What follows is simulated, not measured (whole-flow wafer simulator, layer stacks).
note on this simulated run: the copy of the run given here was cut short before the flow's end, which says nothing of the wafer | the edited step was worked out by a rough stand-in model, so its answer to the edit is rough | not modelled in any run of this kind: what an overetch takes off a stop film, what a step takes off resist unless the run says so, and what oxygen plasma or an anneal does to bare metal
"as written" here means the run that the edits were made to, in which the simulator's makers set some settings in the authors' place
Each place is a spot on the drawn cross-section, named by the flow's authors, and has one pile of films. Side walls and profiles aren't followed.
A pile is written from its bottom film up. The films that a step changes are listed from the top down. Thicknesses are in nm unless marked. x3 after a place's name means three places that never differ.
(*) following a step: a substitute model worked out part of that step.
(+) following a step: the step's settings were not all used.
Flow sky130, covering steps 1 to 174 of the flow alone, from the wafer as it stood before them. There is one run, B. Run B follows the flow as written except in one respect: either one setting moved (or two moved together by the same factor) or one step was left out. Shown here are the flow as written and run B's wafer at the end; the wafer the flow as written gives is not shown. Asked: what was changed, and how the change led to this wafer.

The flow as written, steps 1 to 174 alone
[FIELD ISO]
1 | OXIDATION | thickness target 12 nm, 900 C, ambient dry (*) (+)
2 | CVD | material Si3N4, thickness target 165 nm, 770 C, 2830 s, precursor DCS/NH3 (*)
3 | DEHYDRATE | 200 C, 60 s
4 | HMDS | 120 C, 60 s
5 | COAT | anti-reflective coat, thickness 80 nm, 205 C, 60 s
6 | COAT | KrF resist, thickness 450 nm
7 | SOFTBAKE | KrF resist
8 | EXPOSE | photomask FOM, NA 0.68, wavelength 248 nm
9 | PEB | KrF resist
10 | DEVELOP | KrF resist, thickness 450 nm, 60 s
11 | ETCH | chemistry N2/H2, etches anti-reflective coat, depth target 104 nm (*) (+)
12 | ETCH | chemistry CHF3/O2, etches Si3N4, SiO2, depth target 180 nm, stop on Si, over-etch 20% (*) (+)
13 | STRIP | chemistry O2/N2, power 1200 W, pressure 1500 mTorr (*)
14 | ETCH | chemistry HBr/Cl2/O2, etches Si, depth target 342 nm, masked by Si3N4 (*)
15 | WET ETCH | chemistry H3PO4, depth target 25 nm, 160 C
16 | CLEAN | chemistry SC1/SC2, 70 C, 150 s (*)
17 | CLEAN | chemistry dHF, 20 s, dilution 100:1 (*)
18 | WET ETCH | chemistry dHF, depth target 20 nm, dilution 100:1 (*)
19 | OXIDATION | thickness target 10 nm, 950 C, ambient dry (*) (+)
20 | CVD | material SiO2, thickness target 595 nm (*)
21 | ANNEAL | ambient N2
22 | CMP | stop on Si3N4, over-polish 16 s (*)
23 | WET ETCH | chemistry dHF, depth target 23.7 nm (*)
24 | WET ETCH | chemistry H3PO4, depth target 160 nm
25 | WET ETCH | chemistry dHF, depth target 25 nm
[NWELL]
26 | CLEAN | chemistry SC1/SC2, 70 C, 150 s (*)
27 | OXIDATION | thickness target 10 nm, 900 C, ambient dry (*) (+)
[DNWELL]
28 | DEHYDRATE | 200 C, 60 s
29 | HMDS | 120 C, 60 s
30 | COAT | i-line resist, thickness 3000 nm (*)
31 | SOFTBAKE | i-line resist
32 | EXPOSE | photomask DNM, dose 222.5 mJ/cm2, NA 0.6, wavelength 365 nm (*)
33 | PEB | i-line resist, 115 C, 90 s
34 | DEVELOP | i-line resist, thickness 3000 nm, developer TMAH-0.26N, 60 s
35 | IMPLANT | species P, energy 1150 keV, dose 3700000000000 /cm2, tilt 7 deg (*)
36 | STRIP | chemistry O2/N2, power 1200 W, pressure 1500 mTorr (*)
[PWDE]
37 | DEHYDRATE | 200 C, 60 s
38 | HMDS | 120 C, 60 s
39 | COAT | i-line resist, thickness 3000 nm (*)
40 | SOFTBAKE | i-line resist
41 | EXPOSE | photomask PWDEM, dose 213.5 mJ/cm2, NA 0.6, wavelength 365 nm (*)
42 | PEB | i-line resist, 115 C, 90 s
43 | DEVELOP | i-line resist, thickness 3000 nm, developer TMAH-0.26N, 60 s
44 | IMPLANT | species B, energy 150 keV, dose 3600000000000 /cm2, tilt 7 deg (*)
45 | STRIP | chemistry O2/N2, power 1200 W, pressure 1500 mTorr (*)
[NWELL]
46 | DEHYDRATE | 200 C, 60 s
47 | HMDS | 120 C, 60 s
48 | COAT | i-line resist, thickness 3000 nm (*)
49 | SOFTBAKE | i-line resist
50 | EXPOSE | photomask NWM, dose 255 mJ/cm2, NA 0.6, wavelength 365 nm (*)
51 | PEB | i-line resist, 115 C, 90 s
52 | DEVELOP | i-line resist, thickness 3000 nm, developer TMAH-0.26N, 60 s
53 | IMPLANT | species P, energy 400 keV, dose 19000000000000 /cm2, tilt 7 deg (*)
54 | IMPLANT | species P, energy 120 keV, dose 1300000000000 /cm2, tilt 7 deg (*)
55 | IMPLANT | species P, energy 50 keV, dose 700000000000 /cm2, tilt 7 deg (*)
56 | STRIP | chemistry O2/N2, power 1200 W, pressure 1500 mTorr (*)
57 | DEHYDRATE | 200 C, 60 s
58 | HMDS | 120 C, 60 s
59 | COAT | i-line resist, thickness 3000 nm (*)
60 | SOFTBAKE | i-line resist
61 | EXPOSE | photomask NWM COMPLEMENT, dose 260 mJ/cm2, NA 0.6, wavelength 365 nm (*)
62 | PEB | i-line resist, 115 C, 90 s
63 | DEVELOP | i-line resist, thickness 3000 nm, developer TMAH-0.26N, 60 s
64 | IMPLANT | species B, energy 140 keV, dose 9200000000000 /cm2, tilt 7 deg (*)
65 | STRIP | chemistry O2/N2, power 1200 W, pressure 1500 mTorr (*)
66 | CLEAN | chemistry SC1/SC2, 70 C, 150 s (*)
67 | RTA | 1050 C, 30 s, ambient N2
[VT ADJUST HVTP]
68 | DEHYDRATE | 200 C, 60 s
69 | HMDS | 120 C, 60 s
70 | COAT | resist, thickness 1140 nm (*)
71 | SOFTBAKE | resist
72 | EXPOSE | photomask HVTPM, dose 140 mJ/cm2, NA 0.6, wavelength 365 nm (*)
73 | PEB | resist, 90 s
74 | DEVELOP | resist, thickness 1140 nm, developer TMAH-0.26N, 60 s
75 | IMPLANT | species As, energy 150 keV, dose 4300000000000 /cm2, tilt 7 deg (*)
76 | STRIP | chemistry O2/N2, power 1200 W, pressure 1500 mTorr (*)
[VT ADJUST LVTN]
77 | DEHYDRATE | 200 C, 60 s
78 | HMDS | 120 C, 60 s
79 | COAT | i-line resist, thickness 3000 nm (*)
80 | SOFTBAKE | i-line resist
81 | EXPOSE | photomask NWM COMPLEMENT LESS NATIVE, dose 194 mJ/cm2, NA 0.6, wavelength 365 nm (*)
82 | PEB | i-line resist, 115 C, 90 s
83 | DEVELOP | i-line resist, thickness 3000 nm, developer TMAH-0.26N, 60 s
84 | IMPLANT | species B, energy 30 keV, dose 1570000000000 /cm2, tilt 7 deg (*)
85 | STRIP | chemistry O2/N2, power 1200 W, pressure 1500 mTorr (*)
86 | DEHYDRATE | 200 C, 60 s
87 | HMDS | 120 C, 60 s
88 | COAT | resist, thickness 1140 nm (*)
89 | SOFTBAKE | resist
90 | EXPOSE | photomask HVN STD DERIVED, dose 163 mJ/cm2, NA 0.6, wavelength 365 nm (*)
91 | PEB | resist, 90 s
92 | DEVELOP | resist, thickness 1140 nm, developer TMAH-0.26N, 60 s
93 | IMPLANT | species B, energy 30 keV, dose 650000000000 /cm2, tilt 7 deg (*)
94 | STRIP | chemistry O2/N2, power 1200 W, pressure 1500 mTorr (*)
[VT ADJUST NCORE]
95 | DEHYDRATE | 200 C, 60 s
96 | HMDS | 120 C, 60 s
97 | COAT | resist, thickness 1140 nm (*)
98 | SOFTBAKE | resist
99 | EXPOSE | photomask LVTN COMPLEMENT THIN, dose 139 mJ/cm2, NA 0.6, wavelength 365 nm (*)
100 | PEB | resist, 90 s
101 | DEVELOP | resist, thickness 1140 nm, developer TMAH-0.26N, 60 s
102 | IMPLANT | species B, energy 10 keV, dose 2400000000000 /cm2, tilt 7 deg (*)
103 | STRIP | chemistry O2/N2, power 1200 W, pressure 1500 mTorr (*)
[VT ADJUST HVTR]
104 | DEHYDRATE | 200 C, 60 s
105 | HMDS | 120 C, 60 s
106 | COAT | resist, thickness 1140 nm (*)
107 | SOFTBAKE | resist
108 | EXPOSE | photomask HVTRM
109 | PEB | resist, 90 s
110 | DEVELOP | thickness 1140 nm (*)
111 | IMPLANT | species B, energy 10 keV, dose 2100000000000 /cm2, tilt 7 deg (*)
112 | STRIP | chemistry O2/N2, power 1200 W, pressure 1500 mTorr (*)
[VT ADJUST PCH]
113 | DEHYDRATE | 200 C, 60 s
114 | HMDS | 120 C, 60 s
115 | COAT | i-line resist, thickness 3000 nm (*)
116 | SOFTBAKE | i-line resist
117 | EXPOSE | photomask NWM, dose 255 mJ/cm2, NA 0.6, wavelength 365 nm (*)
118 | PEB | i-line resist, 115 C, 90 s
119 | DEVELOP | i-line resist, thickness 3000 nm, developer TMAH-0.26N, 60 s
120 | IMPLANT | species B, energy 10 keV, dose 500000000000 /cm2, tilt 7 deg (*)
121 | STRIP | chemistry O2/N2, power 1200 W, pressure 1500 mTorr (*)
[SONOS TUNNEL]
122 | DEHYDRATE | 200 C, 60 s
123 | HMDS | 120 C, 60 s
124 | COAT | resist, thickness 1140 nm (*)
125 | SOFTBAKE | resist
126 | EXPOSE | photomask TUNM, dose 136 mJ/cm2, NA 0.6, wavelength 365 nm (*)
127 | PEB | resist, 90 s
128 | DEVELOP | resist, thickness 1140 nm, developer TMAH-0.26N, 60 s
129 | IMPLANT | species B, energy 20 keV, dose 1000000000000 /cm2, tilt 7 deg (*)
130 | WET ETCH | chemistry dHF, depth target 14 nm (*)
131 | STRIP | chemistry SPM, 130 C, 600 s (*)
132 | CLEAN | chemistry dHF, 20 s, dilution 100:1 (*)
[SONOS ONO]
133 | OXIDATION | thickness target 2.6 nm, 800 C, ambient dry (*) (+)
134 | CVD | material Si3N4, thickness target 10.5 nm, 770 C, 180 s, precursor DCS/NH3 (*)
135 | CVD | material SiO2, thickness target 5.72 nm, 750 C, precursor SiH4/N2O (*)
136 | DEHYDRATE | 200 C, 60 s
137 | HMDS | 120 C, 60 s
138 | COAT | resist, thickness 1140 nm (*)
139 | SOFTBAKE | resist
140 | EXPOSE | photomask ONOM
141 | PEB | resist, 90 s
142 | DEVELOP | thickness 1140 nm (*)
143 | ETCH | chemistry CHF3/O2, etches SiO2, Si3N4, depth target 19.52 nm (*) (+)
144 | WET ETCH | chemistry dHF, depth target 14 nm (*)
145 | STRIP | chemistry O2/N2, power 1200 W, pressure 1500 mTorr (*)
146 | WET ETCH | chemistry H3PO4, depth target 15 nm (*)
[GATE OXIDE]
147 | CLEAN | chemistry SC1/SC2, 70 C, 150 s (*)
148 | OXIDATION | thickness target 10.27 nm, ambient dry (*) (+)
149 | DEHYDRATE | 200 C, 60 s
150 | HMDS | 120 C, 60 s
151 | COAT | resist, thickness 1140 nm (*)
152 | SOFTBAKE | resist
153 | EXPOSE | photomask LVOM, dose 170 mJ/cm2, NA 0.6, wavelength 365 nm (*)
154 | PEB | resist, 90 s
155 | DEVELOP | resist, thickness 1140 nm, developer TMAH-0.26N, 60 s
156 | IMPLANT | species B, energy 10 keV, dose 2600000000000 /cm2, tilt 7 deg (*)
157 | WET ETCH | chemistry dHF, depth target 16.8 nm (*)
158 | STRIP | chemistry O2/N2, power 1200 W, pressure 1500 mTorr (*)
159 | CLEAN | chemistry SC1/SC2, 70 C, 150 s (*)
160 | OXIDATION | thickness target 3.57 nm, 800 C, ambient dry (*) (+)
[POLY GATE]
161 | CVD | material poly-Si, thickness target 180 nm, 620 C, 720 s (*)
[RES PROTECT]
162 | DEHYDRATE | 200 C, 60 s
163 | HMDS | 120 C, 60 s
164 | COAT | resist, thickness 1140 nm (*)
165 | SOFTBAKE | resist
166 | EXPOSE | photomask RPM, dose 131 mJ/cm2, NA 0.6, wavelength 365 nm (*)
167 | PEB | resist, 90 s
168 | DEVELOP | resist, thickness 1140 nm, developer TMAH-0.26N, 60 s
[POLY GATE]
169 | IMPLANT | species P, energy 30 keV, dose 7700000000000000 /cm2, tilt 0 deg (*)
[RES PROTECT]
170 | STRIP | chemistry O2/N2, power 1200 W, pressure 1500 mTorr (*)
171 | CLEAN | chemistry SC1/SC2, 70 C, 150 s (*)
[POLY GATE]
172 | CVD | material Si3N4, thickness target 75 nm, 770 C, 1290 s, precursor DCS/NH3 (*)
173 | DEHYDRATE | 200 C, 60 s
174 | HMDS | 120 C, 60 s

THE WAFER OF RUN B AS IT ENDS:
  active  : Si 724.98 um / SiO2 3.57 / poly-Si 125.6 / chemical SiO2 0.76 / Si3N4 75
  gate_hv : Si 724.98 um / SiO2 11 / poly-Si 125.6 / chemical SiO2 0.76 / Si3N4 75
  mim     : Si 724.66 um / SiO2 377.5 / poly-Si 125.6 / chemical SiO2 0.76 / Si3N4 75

The reason: step 161, CVD: 603 C was run, though the flow has 620 C.

How this came from the change, step by step:
  161 | CVD | material poly-Si, thickness target 180 nm, 620 C, 720 s (*)
      field, active, n_well and 186 more: poly-Si gains 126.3 (new film) (in the flow as written it would be: poly-Si gains 180 (new film))
      ndiff_dn: poly-Si gains 155 (new film) (in the flow as written it would be: poly-Si gains 215.7 (new film))
